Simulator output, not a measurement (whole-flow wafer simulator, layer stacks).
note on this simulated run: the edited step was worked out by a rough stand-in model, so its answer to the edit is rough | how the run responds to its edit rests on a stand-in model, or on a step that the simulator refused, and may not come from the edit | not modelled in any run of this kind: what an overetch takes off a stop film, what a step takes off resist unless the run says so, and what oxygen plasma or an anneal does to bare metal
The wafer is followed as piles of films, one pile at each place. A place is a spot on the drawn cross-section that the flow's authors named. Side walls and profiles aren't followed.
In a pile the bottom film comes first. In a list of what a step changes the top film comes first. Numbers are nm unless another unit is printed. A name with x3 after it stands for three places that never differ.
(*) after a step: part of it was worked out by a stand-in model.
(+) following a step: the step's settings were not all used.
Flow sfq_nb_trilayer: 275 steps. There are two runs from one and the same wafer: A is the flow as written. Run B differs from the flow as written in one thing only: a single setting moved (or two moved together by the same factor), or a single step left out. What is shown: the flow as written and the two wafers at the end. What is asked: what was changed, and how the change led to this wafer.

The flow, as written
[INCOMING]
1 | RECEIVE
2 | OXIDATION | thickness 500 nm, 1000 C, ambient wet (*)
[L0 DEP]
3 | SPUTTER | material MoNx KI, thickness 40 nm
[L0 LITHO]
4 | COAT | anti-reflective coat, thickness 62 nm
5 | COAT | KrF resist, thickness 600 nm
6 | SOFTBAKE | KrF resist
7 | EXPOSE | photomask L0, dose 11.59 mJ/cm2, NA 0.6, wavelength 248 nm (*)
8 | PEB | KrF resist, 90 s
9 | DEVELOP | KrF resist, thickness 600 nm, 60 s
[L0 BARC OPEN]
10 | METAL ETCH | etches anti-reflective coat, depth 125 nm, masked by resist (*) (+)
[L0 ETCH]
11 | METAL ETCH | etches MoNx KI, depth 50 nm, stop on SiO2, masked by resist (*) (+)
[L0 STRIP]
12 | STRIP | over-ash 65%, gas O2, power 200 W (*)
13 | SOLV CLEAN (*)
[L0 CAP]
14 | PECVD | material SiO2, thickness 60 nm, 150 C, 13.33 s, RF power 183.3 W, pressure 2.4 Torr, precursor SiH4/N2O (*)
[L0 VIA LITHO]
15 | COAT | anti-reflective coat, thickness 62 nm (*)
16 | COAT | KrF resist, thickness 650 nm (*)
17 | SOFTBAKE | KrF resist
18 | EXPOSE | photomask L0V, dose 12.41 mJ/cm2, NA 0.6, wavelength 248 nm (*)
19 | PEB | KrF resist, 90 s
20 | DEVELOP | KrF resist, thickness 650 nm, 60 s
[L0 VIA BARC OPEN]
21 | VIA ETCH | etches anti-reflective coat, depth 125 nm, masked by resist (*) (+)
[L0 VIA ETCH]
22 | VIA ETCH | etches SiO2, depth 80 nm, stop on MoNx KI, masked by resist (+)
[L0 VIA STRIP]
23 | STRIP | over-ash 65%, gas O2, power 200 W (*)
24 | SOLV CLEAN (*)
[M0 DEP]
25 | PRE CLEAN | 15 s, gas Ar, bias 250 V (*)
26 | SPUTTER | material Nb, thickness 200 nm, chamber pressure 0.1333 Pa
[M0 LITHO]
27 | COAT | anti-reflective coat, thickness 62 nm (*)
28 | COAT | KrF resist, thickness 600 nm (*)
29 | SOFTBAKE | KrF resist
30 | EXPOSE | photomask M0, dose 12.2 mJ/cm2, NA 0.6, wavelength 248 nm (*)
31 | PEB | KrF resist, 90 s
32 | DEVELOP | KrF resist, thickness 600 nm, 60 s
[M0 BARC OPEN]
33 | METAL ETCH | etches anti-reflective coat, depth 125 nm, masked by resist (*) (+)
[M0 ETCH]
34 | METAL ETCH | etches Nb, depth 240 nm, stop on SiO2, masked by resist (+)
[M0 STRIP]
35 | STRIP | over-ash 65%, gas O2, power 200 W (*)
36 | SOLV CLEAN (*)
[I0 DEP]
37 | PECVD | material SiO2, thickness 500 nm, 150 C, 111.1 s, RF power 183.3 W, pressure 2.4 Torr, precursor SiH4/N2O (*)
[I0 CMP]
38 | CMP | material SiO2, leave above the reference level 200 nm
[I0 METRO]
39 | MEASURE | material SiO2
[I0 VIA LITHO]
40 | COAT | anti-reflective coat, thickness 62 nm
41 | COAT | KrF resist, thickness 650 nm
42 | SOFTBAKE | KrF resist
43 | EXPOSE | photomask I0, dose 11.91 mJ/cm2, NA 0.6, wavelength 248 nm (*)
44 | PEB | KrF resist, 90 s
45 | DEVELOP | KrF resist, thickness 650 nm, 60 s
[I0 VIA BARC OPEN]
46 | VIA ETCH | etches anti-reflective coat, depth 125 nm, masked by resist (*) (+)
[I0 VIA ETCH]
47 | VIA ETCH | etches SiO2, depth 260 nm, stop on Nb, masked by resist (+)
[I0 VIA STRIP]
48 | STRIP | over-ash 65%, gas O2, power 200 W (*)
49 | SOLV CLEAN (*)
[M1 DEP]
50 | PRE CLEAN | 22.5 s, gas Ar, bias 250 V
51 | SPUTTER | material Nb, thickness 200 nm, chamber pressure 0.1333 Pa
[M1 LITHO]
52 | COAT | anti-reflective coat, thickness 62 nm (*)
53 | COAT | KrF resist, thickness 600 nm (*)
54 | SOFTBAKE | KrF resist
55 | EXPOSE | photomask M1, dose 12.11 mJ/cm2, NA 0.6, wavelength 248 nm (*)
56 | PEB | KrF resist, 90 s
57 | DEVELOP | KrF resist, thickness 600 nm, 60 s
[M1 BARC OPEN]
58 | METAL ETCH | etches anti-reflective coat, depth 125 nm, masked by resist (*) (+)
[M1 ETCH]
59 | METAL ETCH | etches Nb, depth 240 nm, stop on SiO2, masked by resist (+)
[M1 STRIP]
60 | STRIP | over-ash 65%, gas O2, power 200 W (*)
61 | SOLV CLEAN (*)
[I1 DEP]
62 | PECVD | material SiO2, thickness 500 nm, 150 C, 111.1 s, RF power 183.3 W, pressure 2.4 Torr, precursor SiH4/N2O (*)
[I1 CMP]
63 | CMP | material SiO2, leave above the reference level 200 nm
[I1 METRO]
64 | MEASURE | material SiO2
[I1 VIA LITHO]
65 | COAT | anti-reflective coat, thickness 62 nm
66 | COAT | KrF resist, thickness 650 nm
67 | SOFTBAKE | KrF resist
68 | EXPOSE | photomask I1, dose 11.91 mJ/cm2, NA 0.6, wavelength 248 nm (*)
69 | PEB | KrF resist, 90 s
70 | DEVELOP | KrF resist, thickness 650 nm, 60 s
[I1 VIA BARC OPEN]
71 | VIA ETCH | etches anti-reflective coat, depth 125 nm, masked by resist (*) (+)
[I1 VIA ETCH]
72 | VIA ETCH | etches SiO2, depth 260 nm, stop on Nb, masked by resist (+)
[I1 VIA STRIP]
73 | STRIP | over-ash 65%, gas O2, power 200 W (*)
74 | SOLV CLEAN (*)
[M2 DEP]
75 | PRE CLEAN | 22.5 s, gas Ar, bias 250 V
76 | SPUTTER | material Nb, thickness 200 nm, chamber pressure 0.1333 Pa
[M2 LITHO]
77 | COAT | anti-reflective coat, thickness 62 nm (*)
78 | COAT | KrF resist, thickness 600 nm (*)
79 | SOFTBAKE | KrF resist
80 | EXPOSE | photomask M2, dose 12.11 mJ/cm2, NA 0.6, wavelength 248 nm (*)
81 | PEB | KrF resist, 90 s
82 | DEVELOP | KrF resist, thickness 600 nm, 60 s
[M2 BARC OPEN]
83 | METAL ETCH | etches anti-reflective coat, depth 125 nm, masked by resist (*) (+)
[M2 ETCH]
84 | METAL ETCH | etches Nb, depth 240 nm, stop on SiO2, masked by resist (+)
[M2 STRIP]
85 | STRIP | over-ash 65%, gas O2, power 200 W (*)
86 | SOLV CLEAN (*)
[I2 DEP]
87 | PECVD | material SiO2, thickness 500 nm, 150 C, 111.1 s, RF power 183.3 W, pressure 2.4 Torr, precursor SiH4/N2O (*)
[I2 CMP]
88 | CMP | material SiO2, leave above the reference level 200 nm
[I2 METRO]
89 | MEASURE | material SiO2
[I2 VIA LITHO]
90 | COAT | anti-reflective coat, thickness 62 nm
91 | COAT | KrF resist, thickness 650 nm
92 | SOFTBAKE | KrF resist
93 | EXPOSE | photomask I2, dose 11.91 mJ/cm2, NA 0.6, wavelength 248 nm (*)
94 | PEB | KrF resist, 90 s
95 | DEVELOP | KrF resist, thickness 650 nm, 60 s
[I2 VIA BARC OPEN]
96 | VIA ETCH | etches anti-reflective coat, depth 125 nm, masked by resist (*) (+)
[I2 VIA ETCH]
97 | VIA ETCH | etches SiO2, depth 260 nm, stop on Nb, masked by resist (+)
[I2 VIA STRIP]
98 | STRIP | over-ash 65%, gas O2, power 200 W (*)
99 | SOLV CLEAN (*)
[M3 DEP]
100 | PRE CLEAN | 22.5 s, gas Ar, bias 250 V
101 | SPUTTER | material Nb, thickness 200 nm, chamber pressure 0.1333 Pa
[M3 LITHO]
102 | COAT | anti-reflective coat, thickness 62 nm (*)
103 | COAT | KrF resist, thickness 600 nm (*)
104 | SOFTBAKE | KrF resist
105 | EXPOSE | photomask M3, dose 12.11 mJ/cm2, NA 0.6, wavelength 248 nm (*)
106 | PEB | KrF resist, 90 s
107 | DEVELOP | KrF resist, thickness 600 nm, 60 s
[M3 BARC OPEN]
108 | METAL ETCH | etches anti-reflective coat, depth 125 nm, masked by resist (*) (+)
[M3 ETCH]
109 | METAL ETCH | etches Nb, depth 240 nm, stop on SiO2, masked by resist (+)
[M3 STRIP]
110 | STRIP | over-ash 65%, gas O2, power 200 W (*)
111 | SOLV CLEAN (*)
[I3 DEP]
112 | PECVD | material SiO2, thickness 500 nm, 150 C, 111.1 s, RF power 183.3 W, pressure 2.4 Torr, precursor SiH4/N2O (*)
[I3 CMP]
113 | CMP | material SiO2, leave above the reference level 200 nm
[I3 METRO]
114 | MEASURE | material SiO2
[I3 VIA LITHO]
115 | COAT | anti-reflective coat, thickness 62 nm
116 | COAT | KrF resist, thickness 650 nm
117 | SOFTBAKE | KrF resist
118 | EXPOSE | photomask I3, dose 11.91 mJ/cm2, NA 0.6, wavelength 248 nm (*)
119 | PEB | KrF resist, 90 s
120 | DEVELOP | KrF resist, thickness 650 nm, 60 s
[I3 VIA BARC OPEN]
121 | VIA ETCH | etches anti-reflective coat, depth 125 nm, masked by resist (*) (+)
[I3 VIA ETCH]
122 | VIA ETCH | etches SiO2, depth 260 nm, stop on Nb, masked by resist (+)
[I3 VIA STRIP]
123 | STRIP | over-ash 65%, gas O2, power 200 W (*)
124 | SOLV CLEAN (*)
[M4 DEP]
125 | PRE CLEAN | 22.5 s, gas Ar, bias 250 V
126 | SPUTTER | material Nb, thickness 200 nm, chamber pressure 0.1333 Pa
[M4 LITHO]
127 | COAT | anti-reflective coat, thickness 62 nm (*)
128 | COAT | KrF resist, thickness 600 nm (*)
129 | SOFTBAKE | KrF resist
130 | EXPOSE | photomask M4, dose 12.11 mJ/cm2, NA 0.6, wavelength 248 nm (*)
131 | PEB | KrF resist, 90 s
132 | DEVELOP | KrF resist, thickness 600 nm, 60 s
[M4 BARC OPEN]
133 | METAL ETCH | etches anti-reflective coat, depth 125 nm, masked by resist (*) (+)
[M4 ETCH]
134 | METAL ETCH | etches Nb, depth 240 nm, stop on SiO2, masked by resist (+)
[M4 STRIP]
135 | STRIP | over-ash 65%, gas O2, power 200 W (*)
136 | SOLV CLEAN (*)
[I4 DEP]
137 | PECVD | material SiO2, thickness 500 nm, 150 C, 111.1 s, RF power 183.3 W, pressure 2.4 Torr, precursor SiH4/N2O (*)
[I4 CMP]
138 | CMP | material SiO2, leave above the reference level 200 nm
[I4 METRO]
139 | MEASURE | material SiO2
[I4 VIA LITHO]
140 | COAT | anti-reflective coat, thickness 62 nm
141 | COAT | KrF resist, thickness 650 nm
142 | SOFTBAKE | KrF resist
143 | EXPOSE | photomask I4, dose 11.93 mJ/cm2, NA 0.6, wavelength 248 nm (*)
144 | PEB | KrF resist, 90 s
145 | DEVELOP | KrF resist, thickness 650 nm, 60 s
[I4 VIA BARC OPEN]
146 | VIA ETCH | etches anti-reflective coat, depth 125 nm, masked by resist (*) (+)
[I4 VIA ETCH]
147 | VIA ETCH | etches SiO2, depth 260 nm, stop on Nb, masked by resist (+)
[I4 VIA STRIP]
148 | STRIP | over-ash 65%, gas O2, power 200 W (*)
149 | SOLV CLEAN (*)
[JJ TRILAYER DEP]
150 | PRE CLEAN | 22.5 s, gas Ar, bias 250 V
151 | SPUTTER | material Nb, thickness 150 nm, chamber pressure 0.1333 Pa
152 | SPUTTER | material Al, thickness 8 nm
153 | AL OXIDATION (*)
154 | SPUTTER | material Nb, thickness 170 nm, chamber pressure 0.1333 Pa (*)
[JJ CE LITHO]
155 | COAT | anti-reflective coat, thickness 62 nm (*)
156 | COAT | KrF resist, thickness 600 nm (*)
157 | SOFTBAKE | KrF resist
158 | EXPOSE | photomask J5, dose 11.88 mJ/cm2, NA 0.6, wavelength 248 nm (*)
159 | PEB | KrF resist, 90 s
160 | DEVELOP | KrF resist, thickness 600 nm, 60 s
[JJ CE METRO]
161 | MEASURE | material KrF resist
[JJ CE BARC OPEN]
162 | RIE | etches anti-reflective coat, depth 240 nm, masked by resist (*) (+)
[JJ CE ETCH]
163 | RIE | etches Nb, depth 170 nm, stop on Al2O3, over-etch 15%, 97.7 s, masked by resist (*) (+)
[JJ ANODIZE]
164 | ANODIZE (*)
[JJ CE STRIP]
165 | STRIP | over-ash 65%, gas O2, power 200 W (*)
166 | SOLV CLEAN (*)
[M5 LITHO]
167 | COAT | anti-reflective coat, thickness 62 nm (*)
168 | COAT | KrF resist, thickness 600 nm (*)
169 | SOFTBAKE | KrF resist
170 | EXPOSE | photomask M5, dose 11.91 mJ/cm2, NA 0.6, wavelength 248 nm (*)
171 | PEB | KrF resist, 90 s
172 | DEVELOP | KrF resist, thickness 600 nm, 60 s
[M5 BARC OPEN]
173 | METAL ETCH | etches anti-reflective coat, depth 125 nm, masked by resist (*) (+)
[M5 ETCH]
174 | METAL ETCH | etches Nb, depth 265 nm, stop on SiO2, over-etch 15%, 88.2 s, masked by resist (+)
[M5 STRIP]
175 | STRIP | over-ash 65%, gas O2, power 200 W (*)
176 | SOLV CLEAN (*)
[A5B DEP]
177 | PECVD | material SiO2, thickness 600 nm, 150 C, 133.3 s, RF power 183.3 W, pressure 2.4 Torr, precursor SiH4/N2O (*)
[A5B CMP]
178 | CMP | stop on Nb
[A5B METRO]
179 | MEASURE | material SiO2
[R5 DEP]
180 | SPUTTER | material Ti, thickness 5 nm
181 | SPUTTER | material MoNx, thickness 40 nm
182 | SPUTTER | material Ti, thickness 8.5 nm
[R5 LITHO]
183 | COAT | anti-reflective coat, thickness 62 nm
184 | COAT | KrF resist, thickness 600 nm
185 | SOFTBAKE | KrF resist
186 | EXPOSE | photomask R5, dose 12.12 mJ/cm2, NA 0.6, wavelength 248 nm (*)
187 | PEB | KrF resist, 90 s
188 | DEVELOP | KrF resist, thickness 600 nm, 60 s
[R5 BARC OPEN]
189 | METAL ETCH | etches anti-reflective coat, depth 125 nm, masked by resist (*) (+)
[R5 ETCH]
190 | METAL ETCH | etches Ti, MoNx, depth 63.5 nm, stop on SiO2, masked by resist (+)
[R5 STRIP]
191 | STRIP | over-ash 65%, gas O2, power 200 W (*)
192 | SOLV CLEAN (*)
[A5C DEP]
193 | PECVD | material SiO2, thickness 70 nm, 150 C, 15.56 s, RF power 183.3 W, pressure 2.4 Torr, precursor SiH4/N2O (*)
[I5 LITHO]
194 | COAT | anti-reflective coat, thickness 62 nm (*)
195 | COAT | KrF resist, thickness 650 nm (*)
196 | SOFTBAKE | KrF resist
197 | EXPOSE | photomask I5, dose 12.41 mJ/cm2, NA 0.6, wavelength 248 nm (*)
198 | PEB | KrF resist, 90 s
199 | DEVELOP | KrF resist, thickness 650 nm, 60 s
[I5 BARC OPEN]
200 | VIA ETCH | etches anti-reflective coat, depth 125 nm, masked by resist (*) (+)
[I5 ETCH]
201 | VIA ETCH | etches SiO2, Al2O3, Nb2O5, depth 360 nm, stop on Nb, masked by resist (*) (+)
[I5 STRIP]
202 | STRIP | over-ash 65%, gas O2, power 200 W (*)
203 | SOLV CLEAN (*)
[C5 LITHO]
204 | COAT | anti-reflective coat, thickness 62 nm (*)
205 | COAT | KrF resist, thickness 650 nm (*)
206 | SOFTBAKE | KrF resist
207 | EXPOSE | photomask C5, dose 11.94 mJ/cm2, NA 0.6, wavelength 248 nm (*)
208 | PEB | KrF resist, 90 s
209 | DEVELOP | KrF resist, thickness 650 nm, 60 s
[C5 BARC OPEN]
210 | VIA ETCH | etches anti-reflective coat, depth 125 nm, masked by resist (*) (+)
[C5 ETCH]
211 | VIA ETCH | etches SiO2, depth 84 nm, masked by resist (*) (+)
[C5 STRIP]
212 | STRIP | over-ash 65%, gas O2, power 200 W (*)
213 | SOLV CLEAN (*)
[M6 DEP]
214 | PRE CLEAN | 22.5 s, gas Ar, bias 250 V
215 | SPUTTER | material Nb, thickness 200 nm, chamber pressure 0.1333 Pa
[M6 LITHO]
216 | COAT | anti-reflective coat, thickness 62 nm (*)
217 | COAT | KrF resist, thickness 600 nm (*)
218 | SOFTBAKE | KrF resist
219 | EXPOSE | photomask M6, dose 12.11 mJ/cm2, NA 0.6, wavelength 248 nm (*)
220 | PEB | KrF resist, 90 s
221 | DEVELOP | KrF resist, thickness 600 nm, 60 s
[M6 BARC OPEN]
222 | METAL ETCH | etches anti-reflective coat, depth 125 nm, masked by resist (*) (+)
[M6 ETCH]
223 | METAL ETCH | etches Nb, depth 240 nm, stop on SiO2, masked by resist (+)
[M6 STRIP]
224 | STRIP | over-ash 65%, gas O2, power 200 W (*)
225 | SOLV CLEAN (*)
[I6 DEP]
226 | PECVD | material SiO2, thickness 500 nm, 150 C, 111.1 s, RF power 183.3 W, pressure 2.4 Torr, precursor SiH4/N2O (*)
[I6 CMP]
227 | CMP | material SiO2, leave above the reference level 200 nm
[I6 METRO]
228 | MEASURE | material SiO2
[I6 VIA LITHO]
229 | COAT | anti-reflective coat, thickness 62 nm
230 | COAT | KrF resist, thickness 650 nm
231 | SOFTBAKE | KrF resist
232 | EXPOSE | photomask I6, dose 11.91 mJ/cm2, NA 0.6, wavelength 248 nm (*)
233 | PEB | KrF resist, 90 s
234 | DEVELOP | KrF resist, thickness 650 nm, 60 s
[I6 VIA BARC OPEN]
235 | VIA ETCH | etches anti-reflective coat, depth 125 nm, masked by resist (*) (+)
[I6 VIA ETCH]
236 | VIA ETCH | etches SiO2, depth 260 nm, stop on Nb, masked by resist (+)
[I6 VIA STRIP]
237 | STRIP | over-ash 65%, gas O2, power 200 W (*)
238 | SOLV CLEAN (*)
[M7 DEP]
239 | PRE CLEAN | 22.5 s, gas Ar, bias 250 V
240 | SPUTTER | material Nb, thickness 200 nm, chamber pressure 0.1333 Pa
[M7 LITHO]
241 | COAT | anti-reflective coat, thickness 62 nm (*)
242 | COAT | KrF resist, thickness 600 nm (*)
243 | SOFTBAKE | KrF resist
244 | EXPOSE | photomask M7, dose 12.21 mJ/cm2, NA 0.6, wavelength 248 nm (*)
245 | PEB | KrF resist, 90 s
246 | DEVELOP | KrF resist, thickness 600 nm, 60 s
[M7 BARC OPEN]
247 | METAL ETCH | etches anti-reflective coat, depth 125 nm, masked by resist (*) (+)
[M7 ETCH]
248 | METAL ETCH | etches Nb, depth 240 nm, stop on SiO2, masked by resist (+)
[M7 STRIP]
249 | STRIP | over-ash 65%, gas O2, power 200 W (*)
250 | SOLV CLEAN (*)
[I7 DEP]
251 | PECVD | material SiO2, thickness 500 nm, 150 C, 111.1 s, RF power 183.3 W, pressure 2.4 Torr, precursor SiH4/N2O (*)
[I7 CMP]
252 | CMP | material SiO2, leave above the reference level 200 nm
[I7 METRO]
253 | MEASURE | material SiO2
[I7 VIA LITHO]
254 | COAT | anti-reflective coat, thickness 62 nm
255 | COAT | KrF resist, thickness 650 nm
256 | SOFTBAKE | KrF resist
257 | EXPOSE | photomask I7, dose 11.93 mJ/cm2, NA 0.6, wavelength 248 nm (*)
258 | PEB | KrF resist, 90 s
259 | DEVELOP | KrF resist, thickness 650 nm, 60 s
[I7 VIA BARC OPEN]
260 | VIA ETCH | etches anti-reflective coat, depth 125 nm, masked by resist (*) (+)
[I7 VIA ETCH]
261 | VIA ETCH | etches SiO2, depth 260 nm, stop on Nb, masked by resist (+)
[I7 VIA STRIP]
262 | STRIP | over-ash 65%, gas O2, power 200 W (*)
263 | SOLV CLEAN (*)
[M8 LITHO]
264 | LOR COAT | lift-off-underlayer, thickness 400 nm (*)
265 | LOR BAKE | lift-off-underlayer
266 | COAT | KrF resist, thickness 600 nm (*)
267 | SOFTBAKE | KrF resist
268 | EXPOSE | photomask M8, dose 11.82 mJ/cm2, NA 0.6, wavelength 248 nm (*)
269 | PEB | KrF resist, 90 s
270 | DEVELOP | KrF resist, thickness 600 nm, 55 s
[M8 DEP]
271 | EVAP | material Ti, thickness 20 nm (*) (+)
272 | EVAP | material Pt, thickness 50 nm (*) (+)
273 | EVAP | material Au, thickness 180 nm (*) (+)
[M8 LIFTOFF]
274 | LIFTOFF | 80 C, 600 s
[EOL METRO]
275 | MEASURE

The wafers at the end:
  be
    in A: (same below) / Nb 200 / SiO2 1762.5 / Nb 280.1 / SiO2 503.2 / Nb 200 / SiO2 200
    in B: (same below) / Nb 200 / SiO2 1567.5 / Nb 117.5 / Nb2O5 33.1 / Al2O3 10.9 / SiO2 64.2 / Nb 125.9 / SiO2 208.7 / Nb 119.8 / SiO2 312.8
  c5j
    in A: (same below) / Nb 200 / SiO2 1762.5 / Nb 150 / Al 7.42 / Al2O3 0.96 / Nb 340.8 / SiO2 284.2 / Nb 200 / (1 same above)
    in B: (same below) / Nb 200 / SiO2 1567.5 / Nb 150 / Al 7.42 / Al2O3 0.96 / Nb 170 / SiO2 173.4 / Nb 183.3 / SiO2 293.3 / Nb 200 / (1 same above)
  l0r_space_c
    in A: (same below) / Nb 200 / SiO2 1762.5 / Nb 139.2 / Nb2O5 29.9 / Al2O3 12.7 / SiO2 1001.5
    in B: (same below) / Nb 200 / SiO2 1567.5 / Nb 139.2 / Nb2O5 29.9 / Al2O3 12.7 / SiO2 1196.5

What caused this: step 137, PECVD: thickness 205 nm was run, whereas the flow has thickness 500 nm; step 137, PECVD: 45.56 s was run, where the flow has 111.1 s.

How this came from the change, step by step:
  137 | PECVD | material SiO2, thickness 500 nm, 150 C, 111.1 s, RF power 183.3 W, pressure 2.4 Torr, precursor SiH4/N2O (*)
      field_l, be, be_sur and 55 more: A SiO2 gains 500 | B SiO2 gains 205
      v_sur, via_wl, via_w and 35 more: A SiO2 gains 500 (new film) | B SiO2 gains 205 (new film)
      (as well as at 10 more places)
  138 | CMP | material SiO2, leave above the reference level 200 nm
      field_l, be, be_sur and 55 more: A SiO2 loses 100 | B nothing
      p3_s0, p3_s1, p3_s2, p3_s3, p3_s4, p3_s5: A SiO2 loses 157.1 | B nothing
      (as well as at 42 more places)
  140 | COAT | anti-reflective coat, thickness 62 nm
      ce_l, ce_r, sp_r, r_sur: A anti-reflective coat gains 62 (new film) | B anti-reflective coat gains 64.9 (new film)
      r_end, l0r_space_c, m8r_gap_c: A anti-reflective coat gains 62 (new film) | B anti-reflective coat gains 64.7 (new film)
      (as well as at 81 more places)
  141 | COAT | KrF resist, thickness 650 nm
      m0r_line_l, m6r_line_l, m7r_line_l: A KrF resist gains 650 (new film) | B KrF resist gains 686.8 (new film)
      m0r_space_l, m6r_space_l, m7r_space_l: A KrF resist gains 650 (new film) | B KrF resist gains 676.2 (new film)
      (as well as at 82 more places)
  145 | DEVELOP | KrF resist, thickness 650 nm, 60 s
      via_wl: A KrF resist loses 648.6 (all of it) | B KrF resist loses 571.2 (all of it)
      via_w: A KrF resist loses 648.6 (all of it) | B KrF resist loses 580.8 (all of it)
      (as well as at 1 more place)
  146 | VIA ETCH | etches anti-reflective coat, depth 125 nm, masked by resist (*) (+)
      field_l, v_sur, via_sp and 100 more: A KrF resist loses 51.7 | B KrF resist loses 39.2
      via_wl: A anti-reflective coat loses 62 (all of it), SiO2 loses 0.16 | B anti-reflective coat loses 46.6 (all of it), SiO2 loses 0.12
      (as well as at 2 more places)
  148 | STRIP | over-ash 65%, gas O2, power 200 W (*)
      p4_fl, p4_fm, p4_w1, p4_g1, p4_w2, p4_g2, p4_w3, p4_fr: A KrF resist loses 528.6 (all of it), anti-reflective coat loses 62 (all of it) | B KrF resist loses 541.1 (all of it), anti-reflective coat loses 62 (all of it)
      m0r_line_l, m6r_line_l, m7r_line_l: A KrF resist loses 528.6 (all of it), anti-reflective coat loses 62 (all of it) | B KrF resist loses 577.8 (all of it), anti-reflective coat loses 61.4 (all of it)
      (as well as at 92 more places)
  151 | SPUTTER | material Nb, thickness 150 nm, chamber pressure 0.1333 Pa
      lsp_r, l0_sur, l0v: A Nb gains 150 (new film) | B Nb gains 142.3 (new film)
      be, lsp_l: A Nb gains 150 (new film) | B Nb gains 129.4 (new film)
      (as well as at 1 more place)
  152 | SPUTTER | material Al, thickness 8 nm
      be, lsp_l: A Al gains 8 (new film) | B Al gains 7.19 (new film)
      via_v: A Al gains 8 (new film) | B Al gains 5.84 (new film)
  154 | SPUTTER | material Nb, thickness 170 nm, chamber pressure 0.1333 Pa (*)
      lsp_r, l0_sur, l0v: A Nb gains 170 (new film) | B Nb gains 161 (new film)
      be, lsp_l: A Nb gains 170 (new film) | B Nb gains 151.4 (new film)
      (as well as at 1 more place)
  155 | COAT | anti-reflective coat, thickness 62 nm (*)
      p3_s0, p3_s1, p3_s3: A anti-reflective coat gains 62 (new film) | B anti-reflective coat gains 113.3 (new film)
      wl_d_m1, m5r_line_l, m5r_line_r: A anti-reflective coat gains 62 (new film) | B anti-reflective coat gains 65.7 (new film)
      (as well as at 88 more places)
  156 | COAT | KrF resist, thickness 600 nm (*)
      m0r_line_l, m6r_line_l, m7r_line_l: A KrF resist gains 600 (new film) | B KrF resist gains 638.2 (new film)
      m0r_space_l, m6r_space_l, m7r_space_l: A KrF resist gains 600 (new film) | B KrF resist gains 625 (new film)
      (as well as at 80 more places)
  160 | DEVELOP | KrF resist, thickness 600 nm, 60 s
      m0r_line_l, m6r_line_l, m7r_line_l: A KrF resist loses 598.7 (all of it) | B KrF resist loses 636.8 (all of it)
      m0r_space_l, m6r_space_l, m7r_space_l: A KrF resist loses 598.7 (all of it) | B KrF resist loses 623.7 (all of it)
      (as well as at 79 more places)
  162 | RIE | etches anti-reflective coat, depth 240 nm, masked by resist (*) (+)
      ce_l, c5j, ce_r, wl_jj: A KrF resist loses 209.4 | B KrF resist loses 200.3
      p3_s0, p3_s1, p3_s3: A anti-reflective coat loses 62 (all of it) | B anti-reflective coat loses 113.3 (all of it)
      (as well as at 87 more places)
  163 | RIE | etches Nb, depth 170 nm, stop on Al2O3, over-etch 15%, 97.7 s, masked by resist (*) (+)
      lsp_r, l0_sur, l0v: A Nb loses 170 (all of it), Al2O3 loses 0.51 | B Nb loses 161 (all of it), Al2O3 loses 0.96 (all of it)
      be, lsp_l: A Nb loses 170 (all of it), Al2O3 loses 0.51 | B Nb loses 151.4 (all of it), Al2O3 loses 0.96 (all of it)
      (as well as at 1 more place)
  164 | ANODIZE (*)
      lsp_r, l0_sur, l0v: A Al2O3 gains 12.2, Nb2O5 gains 29.9 (new film), Al loses 7.42 (all of it), Nb loses 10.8 | B Al2O3 gains 11.5 (new film), Nb2O5 gains 32.2 (new film), Al loses 6.94 (all of it), Nb loses 11.6
      be, lsp_l: A Al2O3 gains 12.2, Nb2O5 gains 29.9 (new film), Al loses 7.42 (all of it), Nb loses 10.8 | B Al2O3 gains 10.9 (new film), Nb2O5 gains 33.1 (new film), Al loses 6.61 (all of it), Nb loses 11.9
      (as well as at 1 more place)
  ... 46 further steps ...
  274 | LIFTOFF | 80 C, 600 s
      be: A Au loses 180 (all of it), Pt loses 50 (all of it), Ti loses 20 (all of it), KrF resist loses 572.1 (all of it), lift-off-underlayer loses 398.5 (all of it) | B Au loses 180 (all of it), Pt loses 50 (all of it), Ti loses 20 (all of it), KrF resist loses 613.8 (all of it), lift-off-underlayer loses 720.8 (all of it)
      be_sur: A Au loses 180 (all of it), Pt loses 50 (all of it), Ti loses 20 (all of it), KrF resist loses 572.6 (all of it), lift-off-underlayer loses 398.9 (all of it) | B Au loses 180 (all of it), Pt loses 50 (all of it), Ti loses 20 (all of it), KrF resist loses 587.3 (all of it), lift-off-underlayer loses 366.3 (all of it)
      (as well as at 1 more place)
With metal films that touch counted as one body, be has 4 bodies (between them, from the top down: SiO2 208.7; SiO2 64.2 / Al2O3 10.9 / Nb2O5 33.1; SiO2 1567.5); the flow as written gives 3 bodies (between them, from the top down: SiO2 503.2; SiO2 1762.5).
With metal films that touch counted as one body, c5j has 5 bodies (between them, from the top down: SiO2 293.3; SiO2 173.4; Al2O3 0.96; SiO2 1567.5); the flow as written gives 4 bodies (between them, from the top down: SiO2 284.2; Al2O3 0.96; SiO2 1762.5).
